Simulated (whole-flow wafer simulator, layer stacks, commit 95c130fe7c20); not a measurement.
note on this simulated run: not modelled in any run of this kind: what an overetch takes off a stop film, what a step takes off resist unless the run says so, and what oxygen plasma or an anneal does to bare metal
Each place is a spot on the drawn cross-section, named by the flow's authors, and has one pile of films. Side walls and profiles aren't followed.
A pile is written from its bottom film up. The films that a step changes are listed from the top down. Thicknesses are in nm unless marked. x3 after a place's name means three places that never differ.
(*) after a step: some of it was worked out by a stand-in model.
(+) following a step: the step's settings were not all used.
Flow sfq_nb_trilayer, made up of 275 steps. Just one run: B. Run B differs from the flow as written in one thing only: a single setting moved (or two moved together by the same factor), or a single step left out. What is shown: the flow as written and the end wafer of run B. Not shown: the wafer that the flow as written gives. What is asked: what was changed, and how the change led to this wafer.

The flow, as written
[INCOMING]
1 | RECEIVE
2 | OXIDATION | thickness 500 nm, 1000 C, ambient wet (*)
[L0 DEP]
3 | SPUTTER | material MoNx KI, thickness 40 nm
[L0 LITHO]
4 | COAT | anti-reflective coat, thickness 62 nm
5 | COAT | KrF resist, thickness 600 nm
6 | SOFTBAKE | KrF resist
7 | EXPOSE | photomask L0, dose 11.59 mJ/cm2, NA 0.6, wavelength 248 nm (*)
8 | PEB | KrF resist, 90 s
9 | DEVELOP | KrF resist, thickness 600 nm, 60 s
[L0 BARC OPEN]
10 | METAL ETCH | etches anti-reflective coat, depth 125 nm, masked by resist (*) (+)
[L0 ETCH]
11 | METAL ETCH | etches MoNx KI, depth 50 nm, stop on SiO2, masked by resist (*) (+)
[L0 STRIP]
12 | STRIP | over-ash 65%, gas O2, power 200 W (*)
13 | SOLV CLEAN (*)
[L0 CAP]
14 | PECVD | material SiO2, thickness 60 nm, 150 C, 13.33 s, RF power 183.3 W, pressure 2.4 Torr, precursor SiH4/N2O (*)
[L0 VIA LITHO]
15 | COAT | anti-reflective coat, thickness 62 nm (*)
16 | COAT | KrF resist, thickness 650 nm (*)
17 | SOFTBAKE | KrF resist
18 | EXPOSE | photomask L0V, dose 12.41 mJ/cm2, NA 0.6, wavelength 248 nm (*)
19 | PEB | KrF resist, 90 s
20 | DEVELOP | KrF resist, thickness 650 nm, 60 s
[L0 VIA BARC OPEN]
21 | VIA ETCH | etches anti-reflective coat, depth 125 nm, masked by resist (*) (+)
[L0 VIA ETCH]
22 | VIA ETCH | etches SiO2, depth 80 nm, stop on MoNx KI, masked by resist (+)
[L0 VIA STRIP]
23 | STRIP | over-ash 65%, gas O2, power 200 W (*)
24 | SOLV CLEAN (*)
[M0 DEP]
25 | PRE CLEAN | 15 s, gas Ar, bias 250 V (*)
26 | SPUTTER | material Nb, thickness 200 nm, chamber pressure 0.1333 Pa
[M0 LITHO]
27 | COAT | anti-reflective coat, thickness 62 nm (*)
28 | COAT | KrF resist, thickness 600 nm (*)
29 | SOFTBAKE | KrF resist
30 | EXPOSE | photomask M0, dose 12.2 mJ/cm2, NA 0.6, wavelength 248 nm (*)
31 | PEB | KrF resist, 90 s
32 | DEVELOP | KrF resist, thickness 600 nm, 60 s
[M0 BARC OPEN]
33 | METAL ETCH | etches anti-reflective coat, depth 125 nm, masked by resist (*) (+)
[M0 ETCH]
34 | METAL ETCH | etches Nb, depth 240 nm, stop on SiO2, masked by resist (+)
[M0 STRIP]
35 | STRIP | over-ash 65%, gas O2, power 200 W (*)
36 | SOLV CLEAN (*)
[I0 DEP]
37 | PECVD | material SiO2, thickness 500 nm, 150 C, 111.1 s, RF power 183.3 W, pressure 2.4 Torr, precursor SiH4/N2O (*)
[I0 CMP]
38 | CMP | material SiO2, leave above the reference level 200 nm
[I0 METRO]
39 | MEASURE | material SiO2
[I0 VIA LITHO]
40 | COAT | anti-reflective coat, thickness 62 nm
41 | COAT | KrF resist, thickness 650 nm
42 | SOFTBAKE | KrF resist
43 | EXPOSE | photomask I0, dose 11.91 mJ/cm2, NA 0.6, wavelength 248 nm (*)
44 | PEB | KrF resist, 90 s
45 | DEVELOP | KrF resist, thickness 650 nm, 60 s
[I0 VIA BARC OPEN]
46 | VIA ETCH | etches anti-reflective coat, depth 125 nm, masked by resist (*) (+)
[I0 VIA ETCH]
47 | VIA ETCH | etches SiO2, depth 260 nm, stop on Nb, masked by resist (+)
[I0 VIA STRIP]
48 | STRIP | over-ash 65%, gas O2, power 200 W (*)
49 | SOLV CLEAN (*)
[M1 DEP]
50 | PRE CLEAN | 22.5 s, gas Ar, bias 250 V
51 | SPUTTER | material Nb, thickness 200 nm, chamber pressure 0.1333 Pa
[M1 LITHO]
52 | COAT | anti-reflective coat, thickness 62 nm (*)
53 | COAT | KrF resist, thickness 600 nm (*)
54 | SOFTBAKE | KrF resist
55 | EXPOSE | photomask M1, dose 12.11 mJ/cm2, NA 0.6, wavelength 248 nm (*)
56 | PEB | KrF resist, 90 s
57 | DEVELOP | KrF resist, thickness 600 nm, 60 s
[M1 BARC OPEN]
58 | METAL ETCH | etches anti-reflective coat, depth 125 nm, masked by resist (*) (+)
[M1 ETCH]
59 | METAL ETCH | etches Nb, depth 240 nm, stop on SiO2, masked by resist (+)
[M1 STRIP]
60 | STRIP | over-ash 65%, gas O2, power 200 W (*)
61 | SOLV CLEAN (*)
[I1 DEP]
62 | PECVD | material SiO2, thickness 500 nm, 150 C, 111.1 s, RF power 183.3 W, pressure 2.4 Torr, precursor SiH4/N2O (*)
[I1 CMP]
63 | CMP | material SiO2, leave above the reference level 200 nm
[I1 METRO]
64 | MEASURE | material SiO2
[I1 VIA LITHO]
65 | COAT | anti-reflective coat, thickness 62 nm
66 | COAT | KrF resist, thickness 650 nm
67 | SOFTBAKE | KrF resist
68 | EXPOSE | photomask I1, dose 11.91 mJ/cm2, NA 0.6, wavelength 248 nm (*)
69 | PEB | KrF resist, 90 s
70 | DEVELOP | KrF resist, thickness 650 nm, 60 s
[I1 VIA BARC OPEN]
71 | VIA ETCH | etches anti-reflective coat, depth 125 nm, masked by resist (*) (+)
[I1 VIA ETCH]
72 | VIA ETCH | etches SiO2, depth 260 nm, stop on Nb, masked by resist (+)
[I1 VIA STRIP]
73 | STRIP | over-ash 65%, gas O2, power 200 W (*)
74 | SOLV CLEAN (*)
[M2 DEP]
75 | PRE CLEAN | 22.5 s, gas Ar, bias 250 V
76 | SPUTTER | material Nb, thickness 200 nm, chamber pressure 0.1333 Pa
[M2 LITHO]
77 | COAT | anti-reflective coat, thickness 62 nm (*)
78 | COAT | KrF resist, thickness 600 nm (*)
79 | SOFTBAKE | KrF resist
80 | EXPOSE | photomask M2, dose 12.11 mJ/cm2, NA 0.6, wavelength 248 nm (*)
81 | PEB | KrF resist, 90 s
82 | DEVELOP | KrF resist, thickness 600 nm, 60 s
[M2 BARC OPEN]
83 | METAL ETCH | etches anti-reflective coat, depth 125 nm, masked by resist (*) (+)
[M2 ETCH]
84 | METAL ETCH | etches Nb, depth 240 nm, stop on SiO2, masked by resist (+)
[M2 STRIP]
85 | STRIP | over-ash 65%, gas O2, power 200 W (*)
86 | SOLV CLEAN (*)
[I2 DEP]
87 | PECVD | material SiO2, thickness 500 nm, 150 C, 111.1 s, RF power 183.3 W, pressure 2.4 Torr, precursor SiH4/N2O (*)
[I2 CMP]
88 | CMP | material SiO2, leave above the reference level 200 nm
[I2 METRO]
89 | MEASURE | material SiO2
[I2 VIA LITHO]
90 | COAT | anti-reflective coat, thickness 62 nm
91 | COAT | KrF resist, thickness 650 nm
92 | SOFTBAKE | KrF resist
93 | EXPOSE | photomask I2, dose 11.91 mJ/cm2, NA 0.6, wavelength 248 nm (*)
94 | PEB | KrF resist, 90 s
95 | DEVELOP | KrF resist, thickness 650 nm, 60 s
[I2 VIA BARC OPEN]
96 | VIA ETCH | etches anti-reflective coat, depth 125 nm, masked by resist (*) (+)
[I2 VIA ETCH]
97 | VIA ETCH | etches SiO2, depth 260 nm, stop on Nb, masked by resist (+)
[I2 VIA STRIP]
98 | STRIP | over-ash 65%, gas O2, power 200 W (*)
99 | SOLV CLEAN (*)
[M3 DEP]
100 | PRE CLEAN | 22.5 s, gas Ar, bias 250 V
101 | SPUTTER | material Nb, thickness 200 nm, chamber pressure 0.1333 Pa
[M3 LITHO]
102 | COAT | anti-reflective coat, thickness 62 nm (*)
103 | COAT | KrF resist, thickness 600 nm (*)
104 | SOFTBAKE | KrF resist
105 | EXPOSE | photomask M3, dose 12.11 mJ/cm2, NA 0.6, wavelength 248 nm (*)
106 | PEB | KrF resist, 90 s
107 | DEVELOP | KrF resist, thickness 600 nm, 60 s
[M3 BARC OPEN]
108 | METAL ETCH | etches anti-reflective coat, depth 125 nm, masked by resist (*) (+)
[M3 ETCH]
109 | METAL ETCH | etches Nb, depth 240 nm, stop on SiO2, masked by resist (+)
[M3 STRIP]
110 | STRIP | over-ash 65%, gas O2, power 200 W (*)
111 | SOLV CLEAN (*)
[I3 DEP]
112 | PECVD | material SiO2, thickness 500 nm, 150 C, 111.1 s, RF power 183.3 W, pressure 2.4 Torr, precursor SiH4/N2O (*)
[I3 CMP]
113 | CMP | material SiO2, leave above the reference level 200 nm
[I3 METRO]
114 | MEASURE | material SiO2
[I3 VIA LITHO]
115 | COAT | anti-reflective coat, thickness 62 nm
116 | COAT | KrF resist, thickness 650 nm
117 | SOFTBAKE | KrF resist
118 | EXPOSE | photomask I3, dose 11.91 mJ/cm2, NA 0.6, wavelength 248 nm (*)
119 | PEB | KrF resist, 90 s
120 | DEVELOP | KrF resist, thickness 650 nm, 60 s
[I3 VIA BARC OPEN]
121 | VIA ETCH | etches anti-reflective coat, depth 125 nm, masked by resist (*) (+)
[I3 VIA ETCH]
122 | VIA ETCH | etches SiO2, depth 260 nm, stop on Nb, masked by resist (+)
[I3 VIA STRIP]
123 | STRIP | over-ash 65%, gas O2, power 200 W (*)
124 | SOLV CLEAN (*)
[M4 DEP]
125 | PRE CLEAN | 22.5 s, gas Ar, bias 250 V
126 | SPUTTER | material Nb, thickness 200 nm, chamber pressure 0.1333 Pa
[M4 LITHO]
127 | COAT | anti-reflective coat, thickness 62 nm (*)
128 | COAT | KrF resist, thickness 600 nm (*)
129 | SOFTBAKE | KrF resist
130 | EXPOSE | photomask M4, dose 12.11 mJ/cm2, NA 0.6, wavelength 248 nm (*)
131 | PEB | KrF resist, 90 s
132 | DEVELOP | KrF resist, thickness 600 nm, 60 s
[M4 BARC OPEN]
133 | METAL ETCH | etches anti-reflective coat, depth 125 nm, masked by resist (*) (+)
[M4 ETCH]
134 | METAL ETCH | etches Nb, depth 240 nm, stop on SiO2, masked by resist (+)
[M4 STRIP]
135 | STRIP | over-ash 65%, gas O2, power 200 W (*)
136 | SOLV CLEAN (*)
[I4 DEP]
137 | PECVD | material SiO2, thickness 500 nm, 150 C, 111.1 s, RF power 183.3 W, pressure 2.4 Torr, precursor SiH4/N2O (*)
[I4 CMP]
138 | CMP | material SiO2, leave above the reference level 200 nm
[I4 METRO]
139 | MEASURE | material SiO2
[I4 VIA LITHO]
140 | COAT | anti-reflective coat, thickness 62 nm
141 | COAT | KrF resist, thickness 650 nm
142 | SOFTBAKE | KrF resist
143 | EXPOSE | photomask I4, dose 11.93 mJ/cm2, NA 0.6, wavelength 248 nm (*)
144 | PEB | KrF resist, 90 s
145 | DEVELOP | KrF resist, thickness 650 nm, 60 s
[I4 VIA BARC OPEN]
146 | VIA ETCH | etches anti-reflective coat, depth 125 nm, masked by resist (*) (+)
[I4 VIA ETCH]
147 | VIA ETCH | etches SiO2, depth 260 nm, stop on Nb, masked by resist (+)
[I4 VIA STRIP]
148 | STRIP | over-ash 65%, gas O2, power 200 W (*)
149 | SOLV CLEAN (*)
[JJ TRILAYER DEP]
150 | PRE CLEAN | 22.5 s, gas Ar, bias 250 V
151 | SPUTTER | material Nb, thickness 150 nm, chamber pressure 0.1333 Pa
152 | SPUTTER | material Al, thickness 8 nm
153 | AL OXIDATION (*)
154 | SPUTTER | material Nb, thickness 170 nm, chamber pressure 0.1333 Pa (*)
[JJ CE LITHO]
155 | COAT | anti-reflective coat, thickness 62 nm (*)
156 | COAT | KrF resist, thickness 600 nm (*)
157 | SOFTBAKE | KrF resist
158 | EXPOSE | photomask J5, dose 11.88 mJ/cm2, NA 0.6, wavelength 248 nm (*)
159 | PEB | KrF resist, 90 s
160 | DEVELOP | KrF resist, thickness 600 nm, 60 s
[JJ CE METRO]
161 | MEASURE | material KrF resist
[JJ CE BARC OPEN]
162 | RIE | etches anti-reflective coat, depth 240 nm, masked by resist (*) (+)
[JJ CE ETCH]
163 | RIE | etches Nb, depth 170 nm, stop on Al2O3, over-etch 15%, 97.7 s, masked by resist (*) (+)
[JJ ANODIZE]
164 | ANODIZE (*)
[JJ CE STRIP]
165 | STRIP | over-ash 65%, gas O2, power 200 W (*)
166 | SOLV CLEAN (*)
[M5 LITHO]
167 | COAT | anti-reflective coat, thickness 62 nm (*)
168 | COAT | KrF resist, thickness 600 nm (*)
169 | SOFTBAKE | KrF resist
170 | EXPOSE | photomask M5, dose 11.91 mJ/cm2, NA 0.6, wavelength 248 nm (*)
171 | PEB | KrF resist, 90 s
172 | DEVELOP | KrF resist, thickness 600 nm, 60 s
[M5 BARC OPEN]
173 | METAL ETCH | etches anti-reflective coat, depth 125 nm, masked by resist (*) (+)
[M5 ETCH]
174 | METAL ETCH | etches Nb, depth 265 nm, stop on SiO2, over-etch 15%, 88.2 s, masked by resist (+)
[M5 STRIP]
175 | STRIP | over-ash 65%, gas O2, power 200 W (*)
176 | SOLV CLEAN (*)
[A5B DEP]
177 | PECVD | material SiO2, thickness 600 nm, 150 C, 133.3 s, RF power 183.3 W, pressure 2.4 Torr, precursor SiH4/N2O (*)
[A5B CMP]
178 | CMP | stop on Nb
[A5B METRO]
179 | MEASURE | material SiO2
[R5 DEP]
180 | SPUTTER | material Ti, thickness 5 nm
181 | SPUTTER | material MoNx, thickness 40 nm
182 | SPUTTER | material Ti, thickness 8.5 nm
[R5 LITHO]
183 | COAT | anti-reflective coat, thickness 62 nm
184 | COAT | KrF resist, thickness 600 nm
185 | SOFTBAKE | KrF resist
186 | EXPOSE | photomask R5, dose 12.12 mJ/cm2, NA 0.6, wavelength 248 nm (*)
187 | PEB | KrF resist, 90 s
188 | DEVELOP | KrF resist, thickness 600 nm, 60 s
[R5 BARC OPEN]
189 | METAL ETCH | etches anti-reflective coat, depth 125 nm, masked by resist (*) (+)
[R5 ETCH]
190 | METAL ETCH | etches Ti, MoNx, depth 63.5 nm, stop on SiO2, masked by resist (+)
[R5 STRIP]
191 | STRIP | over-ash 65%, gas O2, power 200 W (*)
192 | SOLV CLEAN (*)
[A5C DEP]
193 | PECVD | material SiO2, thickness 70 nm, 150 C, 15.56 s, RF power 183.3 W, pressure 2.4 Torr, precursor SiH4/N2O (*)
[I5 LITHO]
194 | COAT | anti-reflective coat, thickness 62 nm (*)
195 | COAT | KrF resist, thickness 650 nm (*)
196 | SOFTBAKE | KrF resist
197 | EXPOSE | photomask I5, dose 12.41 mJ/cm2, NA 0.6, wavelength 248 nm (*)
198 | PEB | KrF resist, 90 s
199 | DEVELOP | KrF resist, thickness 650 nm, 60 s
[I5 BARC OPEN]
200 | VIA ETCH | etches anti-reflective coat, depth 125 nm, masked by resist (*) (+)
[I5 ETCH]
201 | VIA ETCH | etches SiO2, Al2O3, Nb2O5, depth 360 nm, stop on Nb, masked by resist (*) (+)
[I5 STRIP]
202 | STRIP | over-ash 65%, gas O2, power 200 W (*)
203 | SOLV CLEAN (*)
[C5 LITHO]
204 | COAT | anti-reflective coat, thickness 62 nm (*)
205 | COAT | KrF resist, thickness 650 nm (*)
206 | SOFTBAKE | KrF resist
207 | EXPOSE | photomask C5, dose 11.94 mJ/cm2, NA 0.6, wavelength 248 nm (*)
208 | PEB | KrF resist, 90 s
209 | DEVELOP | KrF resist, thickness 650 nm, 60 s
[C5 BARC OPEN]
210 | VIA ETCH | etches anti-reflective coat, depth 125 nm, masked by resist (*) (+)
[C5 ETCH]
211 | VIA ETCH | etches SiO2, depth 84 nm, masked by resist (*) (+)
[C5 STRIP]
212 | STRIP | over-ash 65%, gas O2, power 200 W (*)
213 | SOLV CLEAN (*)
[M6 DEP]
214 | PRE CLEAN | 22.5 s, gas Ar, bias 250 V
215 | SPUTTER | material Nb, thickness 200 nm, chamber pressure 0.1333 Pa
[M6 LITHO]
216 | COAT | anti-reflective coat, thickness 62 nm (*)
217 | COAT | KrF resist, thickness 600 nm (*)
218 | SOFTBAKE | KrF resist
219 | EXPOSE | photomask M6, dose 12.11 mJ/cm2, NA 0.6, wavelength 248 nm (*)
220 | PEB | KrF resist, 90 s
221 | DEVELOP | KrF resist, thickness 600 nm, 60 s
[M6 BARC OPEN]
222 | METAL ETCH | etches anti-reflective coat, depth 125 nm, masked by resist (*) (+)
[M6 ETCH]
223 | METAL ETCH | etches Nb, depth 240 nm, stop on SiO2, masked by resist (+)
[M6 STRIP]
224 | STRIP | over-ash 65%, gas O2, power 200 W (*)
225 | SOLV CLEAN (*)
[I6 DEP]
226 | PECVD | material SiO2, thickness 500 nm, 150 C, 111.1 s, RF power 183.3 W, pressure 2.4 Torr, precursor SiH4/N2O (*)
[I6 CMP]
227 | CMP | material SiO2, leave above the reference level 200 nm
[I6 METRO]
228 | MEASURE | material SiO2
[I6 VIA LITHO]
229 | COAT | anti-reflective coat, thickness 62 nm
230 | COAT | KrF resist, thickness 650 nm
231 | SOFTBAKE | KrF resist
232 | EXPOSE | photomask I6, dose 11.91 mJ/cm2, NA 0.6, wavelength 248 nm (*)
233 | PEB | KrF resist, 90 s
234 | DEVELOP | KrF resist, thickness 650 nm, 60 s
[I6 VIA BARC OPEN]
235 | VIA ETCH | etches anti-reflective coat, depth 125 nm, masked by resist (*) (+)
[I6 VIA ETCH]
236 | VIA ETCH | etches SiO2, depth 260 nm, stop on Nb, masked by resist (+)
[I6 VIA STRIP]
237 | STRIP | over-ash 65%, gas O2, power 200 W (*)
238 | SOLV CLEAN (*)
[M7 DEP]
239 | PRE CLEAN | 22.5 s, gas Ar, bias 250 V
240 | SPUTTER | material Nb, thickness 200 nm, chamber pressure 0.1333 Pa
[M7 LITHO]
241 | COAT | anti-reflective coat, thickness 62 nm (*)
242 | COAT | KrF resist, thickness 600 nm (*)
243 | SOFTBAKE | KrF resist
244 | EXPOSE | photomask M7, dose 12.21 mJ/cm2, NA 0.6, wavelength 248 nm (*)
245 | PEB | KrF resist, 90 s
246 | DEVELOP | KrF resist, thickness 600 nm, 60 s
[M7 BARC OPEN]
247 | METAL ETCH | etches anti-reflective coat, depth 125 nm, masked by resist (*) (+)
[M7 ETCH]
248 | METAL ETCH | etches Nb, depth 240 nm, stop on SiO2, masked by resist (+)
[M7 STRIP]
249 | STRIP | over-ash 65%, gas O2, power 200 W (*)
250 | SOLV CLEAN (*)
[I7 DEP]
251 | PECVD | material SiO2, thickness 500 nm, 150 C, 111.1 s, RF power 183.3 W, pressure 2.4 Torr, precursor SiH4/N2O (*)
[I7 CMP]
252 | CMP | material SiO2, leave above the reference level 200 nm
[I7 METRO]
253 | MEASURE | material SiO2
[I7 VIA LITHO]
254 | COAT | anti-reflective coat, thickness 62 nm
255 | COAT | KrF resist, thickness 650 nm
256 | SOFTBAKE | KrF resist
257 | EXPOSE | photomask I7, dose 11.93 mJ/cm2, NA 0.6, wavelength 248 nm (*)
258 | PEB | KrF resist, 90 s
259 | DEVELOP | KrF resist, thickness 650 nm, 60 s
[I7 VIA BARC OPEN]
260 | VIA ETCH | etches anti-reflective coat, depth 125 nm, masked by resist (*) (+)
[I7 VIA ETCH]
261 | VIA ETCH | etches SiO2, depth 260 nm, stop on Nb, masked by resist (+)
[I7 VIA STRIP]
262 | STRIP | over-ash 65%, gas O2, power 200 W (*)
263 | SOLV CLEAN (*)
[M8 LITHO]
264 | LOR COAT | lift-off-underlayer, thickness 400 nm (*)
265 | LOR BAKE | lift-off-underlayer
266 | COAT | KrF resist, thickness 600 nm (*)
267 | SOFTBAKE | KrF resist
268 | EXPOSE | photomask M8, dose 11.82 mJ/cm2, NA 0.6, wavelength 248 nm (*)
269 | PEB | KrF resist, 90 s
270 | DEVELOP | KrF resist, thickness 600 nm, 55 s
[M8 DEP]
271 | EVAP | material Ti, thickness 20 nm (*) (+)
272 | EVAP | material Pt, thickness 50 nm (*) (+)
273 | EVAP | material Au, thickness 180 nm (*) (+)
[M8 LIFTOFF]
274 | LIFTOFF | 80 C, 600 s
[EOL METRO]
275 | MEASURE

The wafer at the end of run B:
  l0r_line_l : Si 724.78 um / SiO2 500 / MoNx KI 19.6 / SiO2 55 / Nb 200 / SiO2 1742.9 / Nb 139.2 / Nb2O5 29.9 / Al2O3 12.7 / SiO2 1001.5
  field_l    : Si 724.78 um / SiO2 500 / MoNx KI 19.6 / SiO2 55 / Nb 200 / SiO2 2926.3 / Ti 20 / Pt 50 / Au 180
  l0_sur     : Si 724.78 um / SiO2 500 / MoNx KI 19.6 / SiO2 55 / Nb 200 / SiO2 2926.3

Cause: step 3, SPUTTER: thickness 19.6 nm was run, while the flow as written has thickness 40 nm.
The wafer itself shows it: l0r_line_l has MoNx KI 19.6, and step 3 as written asks for 40 nm.

The path from the change to this, step by step:
  3 | SPUTTER | material MoNx KI, thickness 40 nm
      field_l, v_sur, via_wl and 103 more: +19.6 MoNx KI (new film) (in the flow as written it would be: +40 MoNx KI (new film))
  11 | METAL ETCH | etches MoNx KI, depth 50 nm, stop on SiO2, masked by resist (*) (+)
      v_sur, via_wl, via_w and 97 more: -19.6 MoNx KI (all of it) (in the flow as written it would be: -40 MoNx KI (all of it))
      field_l, l0_sur, l0v, l0r_line_l, l0r_line_c, l0r_line_r: -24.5 KrF resist (in the flow as written it would be: -41.7 KrF resist)
  12 | STRIP | over-ash 65%, gas O2, power 200 W (*)
      field_l, l0_sur, l0v, l0r_line_l, l0r_line_c, l0r_line_r: -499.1 KrF resist (all of it), -62 anti-reflective coat (all of it) (in the flow as written it would be: -481.9 KrF resist (all of it), -62 anti-reflective coat (all of it))
  15 | COAT | anti-reflective coat, thickness 62 nm (*)
      l0r_line_l, l0r_line_c: +60.3 anti-reflective coat (new film) (in the flow as written it would be: +59 anti-reflective coat (new film))
      field_l: +59.1 anti-reflective coat (new film) (in the flow as written it would be: +56.7 anti-reflective coat (new film))
      (as well as at 5 more places)
  23 | STRIP | over-ash 65%, gas O2, power 200 W (*)
      field_l: -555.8 KrF resist (all of it), -59.1 anti-reflective coat (all of it) (in the flow as written it would be: -551.4 KrF resist (all of it), -56.7 anti-reflective coat (all of it))
      v_sur: -564.8 KrF resist (all of it), -67.1 anti-reflective coat (all of it) (in the flow as written it would be: -570.5 KrF resist (all of it), -72.2 anti-reflective coat (all of it))
      (as well as at 6 more places)
  27 | COAT | anti-reflective coat, thickness 62 nm (*)
      field_l: +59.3 anti-reflective coat (new film) (in the flow as written it would be: +56.9 anti-reflective coat (new film))
      v_sur: +67 anti-reflective coat (new film) (in the flow as written it would be: +72.3 anti-reflective coat (new film))
      (as well as at 7 more places)
  35 | STRIP | over-ash 65%, gas O2, power 200 W (*)
      field_l: -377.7 KrF resist (all of it), -59.3 anti-reflective coat (all of it) (in the flow as written it would be: -372.9 KrF resist (all of it), -56.9 anti-reflective coat (all of it))
      v_sur: -386.8 KrF resist (all of it), -67 anti-reflective coat (all of it) (in the flow as written it would be: -391.6 KrF resist (all of it), -72.3 anti-reflective coat (all of it))
      (as well as at 7 more places)
  38 | CMP | material SiO2, leave above the reference level 200 nm
      field_l, l0_sur, l0r_line_l, l0r_line_c, l0r_line_r: -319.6 SiO2 (in the flow as written it would be: -340 SiO2)
      l0v: -257.4 SiO2 (in the flow as written it would be: -277.8 SiO2)
